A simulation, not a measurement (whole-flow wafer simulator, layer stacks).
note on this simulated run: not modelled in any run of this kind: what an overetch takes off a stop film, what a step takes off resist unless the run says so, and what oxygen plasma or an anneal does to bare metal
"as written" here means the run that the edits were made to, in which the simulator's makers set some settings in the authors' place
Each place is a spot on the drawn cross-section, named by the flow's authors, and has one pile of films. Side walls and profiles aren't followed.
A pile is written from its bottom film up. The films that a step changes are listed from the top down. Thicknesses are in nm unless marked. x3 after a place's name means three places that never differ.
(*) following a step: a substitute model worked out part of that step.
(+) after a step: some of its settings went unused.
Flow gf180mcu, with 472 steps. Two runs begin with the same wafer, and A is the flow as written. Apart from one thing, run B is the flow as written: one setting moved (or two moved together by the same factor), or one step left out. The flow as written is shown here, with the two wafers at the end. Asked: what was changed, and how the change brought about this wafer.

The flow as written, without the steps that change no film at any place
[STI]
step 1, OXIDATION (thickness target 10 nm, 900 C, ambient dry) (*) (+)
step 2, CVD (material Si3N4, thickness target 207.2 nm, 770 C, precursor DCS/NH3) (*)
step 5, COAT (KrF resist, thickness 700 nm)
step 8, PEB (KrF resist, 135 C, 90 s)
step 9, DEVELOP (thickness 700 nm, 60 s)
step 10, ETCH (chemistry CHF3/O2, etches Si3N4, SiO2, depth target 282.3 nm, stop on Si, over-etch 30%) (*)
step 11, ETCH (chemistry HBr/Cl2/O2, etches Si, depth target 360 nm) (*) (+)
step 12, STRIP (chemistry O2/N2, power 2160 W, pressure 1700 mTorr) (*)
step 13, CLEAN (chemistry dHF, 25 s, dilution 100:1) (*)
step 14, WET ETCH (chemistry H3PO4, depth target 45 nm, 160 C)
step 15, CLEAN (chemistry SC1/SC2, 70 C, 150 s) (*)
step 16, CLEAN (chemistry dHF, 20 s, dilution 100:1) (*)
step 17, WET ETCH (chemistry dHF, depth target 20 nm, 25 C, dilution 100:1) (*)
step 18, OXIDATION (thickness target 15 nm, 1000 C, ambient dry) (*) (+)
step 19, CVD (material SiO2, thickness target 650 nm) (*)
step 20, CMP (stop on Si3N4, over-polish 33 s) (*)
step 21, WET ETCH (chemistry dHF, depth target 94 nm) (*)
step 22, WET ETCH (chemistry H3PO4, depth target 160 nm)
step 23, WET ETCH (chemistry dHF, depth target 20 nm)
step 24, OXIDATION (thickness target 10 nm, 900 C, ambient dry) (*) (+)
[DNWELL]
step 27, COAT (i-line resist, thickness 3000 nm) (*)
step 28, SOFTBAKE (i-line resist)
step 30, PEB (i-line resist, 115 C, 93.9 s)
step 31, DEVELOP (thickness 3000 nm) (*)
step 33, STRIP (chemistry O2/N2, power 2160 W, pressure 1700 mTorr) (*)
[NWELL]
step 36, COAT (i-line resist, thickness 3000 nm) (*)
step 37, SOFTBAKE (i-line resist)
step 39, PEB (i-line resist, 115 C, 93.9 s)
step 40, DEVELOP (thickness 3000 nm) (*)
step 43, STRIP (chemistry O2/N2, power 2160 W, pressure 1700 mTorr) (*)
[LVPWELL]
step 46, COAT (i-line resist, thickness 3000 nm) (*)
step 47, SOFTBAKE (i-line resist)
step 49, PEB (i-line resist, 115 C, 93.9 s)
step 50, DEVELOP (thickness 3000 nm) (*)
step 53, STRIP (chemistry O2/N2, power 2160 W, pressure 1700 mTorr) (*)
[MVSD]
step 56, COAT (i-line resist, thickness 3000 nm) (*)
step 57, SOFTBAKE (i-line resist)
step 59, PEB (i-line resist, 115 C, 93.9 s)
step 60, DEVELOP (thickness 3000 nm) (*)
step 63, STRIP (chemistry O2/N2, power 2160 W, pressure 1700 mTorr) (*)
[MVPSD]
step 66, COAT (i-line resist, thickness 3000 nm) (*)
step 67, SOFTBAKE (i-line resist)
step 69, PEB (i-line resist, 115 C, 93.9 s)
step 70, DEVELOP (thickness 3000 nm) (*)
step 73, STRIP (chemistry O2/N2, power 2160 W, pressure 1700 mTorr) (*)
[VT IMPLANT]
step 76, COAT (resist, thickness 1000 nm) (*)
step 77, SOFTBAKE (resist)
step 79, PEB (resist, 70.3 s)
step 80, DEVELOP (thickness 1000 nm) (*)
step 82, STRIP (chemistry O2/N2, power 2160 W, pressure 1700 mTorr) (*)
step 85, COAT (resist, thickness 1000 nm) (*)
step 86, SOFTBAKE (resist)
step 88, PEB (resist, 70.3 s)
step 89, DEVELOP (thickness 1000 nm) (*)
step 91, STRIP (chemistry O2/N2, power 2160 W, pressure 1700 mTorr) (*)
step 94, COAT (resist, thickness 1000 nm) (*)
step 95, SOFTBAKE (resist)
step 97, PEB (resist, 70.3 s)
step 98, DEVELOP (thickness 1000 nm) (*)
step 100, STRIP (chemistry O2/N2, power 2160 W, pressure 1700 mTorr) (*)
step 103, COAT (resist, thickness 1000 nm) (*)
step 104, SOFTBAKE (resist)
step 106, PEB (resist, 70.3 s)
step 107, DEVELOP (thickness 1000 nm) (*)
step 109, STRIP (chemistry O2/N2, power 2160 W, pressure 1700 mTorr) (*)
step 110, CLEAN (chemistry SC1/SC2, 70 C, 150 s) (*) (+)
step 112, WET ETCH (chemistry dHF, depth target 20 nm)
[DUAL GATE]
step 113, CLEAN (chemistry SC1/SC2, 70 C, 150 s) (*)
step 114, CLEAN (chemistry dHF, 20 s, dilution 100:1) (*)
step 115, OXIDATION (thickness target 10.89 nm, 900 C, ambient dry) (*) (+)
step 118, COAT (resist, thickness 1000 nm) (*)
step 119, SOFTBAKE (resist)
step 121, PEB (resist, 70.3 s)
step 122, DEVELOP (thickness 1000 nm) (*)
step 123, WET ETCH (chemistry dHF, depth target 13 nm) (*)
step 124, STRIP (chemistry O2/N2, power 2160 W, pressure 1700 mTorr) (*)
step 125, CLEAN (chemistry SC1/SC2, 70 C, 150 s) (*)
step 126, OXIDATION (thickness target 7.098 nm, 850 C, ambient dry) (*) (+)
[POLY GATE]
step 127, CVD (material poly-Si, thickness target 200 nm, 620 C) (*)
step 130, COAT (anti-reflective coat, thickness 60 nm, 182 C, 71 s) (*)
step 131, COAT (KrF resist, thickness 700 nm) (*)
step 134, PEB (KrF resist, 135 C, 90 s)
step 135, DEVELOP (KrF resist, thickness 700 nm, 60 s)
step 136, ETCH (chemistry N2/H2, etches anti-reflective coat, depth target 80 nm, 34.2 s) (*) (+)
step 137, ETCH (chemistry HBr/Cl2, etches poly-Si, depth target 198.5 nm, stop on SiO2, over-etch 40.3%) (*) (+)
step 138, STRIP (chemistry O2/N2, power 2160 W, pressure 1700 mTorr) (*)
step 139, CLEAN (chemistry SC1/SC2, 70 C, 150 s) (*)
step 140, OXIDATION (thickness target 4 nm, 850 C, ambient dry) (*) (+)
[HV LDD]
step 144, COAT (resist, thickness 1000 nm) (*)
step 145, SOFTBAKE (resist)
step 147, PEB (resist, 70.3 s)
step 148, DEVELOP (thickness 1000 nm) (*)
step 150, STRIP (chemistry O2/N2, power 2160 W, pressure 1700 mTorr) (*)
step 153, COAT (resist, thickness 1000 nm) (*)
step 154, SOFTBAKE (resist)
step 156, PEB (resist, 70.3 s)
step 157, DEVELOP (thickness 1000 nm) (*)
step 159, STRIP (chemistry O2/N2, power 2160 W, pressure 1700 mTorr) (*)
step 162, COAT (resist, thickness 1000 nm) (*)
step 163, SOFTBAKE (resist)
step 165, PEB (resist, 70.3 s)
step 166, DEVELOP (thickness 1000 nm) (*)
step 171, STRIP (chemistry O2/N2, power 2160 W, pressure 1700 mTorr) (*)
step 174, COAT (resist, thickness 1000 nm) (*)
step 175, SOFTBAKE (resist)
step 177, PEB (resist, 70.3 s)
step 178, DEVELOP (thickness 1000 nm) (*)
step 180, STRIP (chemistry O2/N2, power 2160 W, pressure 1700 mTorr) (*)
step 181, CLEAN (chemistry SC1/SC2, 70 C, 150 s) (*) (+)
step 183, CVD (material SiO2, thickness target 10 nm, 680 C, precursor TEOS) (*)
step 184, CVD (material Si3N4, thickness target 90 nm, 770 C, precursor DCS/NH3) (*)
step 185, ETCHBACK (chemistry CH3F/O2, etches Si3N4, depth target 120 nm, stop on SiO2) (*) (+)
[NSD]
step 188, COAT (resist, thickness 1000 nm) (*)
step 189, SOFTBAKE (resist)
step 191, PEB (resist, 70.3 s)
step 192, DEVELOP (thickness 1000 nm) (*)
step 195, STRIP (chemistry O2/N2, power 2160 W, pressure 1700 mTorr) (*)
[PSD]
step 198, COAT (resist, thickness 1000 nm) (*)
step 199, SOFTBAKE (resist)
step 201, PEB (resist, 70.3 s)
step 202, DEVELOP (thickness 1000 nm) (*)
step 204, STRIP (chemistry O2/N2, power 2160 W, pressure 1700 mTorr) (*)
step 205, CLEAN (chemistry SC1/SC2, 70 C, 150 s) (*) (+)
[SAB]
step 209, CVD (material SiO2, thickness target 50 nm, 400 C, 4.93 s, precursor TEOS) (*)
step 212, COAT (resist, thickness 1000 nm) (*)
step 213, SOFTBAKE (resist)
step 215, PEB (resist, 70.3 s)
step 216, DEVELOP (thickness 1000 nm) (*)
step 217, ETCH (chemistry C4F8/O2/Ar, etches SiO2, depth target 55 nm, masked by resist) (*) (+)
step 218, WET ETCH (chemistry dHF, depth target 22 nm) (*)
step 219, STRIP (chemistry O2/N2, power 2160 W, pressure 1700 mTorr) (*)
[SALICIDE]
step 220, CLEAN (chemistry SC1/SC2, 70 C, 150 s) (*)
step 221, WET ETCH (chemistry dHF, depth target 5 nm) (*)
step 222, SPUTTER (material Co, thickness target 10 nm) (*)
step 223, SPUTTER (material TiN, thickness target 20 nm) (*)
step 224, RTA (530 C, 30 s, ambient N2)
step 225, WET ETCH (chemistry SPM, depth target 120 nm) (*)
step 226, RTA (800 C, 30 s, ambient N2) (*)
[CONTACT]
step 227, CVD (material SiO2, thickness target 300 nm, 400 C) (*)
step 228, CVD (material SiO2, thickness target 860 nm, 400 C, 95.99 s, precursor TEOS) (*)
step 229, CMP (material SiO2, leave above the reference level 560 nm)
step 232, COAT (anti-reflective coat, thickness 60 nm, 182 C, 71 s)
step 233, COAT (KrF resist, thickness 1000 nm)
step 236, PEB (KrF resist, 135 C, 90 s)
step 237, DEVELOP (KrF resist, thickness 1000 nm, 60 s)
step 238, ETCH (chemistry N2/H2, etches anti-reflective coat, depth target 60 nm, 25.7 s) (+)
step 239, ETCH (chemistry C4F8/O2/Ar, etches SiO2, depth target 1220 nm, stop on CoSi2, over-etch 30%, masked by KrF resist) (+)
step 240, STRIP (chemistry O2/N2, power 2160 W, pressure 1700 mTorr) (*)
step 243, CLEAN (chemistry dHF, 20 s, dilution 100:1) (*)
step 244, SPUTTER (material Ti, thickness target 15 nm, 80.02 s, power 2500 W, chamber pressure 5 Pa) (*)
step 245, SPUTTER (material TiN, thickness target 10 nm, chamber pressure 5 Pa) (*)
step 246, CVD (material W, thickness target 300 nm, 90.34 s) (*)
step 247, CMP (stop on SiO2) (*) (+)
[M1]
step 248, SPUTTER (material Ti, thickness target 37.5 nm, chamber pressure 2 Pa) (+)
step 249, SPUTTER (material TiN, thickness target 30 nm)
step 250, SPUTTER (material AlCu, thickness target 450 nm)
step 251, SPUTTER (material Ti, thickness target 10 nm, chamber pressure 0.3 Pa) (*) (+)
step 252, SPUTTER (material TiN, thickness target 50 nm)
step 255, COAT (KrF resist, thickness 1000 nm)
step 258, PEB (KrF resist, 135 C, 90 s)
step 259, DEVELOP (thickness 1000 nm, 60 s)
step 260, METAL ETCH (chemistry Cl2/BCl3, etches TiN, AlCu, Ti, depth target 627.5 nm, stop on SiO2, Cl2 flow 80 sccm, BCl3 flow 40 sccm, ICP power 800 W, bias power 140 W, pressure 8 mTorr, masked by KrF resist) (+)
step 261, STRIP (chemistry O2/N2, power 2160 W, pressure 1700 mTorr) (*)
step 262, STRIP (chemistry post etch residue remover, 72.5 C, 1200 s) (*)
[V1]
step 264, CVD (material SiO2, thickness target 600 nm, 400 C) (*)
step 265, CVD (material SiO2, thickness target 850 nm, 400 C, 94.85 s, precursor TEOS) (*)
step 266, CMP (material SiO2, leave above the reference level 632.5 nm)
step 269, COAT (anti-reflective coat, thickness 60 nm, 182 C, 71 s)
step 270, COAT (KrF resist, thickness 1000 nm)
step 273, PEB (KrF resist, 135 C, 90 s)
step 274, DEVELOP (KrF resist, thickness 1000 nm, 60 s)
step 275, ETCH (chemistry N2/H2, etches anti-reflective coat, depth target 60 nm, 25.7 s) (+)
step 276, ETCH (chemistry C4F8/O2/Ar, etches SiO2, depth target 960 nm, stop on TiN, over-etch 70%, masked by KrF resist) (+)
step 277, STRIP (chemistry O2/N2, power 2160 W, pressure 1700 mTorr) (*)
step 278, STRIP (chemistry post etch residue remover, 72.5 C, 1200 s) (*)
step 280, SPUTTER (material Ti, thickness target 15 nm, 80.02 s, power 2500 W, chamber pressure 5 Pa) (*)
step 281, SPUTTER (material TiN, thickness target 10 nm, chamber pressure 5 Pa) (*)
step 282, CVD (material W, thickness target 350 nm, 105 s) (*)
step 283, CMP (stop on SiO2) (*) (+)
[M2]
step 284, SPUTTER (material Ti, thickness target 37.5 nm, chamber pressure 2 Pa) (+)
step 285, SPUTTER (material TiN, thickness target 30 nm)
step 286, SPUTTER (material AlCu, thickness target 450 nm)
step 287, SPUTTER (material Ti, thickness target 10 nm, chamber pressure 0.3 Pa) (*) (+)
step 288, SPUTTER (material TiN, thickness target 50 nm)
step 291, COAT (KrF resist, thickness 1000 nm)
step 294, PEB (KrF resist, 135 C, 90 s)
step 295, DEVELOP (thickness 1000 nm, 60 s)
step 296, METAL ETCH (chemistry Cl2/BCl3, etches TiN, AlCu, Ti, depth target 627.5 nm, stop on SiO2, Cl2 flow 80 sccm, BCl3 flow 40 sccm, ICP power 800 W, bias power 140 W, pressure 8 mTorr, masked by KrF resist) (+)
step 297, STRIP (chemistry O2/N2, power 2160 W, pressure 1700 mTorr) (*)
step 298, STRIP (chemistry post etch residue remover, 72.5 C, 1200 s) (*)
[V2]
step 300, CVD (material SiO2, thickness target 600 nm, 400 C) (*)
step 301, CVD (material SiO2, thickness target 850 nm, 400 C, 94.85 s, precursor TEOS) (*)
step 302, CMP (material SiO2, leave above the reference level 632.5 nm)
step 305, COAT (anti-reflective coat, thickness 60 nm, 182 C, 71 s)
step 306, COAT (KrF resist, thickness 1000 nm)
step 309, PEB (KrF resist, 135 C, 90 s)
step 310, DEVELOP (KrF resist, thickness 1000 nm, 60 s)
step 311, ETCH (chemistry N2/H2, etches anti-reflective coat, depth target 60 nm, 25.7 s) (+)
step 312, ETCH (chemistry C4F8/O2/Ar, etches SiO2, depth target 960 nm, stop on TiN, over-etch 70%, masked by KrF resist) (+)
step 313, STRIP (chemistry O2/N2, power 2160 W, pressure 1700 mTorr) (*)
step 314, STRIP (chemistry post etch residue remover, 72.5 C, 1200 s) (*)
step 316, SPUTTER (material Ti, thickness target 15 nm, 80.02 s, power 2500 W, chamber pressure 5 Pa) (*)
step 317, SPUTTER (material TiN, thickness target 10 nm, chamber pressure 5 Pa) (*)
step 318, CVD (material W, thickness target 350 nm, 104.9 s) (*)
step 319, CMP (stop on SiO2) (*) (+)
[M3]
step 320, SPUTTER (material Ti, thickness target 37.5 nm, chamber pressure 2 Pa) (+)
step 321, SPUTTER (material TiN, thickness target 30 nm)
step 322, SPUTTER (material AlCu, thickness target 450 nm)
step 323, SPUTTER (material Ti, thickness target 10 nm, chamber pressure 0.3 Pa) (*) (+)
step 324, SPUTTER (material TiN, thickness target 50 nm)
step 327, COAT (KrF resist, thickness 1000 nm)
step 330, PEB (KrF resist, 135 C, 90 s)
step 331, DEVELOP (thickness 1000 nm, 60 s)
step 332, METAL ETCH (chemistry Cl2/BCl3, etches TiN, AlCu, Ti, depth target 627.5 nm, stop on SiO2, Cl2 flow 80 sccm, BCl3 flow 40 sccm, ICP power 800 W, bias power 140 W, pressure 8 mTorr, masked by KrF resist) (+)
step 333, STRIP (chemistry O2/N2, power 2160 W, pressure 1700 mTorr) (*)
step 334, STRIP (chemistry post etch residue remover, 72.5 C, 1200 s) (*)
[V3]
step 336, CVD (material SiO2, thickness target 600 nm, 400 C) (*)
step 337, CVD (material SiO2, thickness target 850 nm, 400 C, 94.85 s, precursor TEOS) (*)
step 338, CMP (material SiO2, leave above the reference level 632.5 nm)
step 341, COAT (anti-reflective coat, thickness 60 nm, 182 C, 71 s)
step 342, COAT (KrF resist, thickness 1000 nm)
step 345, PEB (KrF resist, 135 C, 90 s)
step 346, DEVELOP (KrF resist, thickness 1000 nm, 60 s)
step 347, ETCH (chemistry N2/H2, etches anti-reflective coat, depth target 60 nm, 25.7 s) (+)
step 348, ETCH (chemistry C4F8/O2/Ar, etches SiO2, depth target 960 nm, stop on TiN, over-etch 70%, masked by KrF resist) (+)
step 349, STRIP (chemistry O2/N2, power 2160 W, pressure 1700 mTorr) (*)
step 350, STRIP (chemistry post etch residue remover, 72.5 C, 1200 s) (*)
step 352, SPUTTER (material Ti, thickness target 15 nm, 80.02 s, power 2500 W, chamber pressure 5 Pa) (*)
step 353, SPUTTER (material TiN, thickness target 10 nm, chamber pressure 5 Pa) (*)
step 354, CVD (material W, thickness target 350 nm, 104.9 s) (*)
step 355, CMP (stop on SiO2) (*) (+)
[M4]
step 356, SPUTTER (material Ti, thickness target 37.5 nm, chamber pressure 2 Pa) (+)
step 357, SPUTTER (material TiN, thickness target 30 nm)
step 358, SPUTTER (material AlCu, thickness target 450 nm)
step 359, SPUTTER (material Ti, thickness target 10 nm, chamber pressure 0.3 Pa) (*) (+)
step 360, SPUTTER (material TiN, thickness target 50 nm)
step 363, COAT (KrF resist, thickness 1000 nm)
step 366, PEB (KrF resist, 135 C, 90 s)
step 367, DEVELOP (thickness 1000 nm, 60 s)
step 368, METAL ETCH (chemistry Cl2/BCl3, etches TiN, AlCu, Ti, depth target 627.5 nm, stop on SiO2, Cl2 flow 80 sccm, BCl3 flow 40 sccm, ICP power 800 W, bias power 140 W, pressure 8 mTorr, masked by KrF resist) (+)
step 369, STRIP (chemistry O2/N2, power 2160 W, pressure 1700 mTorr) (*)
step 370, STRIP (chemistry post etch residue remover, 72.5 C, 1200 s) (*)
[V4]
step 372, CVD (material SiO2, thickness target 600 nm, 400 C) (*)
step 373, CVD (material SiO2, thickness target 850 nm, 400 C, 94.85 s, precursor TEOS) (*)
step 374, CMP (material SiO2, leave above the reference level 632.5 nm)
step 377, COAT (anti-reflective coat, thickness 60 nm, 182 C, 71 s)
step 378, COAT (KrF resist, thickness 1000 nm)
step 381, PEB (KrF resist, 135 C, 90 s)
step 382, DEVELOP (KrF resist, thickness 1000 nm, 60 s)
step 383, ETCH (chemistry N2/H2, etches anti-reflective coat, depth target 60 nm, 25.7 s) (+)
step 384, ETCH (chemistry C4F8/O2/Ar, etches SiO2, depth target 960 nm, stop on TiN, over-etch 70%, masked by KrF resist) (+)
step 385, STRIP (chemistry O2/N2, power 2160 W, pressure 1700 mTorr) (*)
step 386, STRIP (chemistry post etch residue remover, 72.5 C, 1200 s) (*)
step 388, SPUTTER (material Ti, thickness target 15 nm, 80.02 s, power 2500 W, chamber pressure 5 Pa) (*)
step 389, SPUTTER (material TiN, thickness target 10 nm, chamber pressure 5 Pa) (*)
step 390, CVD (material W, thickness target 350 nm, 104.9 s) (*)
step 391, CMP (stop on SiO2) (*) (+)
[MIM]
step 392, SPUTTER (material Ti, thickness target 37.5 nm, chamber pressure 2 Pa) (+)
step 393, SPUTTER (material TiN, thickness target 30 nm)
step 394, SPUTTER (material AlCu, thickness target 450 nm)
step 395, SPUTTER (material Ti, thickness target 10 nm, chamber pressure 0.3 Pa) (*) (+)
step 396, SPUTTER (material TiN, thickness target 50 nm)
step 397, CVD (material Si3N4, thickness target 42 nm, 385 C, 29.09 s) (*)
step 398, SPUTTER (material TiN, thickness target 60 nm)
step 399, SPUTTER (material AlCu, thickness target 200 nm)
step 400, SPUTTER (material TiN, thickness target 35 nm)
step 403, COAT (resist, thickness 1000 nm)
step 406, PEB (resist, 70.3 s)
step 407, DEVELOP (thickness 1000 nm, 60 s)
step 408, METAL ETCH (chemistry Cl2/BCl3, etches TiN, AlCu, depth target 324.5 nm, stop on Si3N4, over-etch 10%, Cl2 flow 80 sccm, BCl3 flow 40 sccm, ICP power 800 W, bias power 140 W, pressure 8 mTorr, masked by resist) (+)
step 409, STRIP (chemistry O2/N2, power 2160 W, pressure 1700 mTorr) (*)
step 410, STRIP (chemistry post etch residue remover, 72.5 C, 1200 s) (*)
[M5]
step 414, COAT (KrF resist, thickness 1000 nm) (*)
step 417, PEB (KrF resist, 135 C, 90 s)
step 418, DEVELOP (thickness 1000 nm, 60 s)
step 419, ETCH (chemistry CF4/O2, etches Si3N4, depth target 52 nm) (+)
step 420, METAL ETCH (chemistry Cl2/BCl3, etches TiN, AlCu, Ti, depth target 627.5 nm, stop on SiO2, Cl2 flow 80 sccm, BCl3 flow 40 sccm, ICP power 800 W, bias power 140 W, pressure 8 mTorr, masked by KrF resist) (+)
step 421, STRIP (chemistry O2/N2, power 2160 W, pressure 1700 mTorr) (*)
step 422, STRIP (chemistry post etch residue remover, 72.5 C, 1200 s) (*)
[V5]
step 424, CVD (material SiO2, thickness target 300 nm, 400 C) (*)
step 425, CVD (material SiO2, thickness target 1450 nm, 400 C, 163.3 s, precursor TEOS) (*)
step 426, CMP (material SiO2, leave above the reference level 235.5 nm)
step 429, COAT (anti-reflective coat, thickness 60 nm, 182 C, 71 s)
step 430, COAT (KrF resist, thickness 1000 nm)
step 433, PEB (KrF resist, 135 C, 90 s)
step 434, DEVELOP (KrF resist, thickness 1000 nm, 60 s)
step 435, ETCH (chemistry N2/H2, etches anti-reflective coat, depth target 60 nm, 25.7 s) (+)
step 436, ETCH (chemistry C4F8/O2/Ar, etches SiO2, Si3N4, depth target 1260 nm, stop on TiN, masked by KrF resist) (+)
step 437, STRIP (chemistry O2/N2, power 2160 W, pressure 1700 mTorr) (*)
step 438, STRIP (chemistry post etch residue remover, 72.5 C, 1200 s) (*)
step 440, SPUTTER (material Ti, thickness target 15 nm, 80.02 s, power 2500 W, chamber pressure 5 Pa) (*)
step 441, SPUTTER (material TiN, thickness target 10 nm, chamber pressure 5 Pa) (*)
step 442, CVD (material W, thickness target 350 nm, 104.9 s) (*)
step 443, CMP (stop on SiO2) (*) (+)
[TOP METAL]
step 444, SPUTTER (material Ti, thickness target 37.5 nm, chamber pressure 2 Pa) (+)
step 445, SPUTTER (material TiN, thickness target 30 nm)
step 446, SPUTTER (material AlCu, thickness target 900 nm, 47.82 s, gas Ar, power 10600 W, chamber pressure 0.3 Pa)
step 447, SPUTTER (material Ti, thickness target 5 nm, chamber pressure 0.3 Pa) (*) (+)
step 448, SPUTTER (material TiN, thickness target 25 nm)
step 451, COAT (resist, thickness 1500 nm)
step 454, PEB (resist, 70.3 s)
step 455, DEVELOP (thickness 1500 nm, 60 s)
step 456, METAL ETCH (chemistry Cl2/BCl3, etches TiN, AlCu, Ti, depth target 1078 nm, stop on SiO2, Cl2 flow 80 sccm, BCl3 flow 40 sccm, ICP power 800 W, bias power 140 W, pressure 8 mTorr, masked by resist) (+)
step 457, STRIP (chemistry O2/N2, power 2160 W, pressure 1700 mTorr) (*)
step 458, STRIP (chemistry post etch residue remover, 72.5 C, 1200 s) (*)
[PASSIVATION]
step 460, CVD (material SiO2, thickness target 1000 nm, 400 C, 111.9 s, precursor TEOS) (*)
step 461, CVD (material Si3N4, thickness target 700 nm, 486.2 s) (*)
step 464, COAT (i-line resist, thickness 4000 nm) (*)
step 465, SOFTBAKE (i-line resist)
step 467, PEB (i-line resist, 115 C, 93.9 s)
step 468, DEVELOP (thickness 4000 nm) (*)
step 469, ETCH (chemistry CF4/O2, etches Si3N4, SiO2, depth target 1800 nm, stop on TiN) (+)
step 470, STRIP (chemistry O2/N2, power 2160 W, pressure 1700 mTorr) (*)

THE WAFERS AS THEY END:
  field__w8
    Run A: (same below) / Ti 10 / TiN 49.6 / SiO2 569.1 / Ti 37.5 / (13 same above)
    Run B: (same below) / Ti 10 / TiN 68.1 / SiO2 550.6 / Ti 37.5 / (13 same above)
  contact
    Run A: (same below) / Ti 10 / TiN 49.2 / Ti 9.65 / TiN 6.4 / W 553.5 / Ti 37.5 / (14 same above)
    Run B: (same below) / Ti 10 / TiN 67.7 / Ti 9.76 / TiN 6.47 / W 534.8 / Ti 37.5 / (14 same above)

What caused this: step 360, SPUTTER: thickness target 68.5 nm was run, whereas the flow has thickness target 50 nm.

Step by step, how the change led to this:
  step 360, SPUTTER (material TiN, thickness target 50 nm)
      field, field__w1, field__w2 and 108 more: A TiN gains 50 (new film) | B TiN gains 68.5 (new film)
  step 368, METAL ETCH (chemistry Cl2/BCl3, etches TiN, AlCu, Ti, depth target 627.5 nm, stop on SiO2, Cl2 flow 80 sccm, BCl3 flow 40 sccm, ICP power 800 W, bias power 140 W, pressure 8 mTorr, masked by KrF resist) (+)
      field, field__w1, field__w2 and 103 more: A TiN loses 50 (all of it), Ti loses 10 (all of it), AlCu loses 450 (all of it), TiN loses 30 (all of it), Ti loses 37.5 (all of it) | B TiN loses 68.5 (all of it), Ti loses 10 (all of it), AlCu loses 450 (all of it), TiN loses 30 (all of it), Ti loses 37.5 (all of it)
  step 374, CMP (material SiO2, leave above the reference level 632.5 nm)
      field__w8, contact, m1, m1__w1, m1_nw: A SiO2 loses 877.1 | B SiO2 loses 895.6
  step 384, ETCH (chemistry C4F8/O2/Ar, etches SiO2, depth target 960 nm, stop on TiN, over-etch 70%, masked by KrF resist) (+)
      contact: A SiO2 loses 572.5 (all of it) | B SiO2 loses 554 (all of it)
  step 390, CVD (material W, thickness target 350 nm, 104.9 s) (*)
      contact: A W gains 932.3 (new film) | B W gains 913.6 (new film)
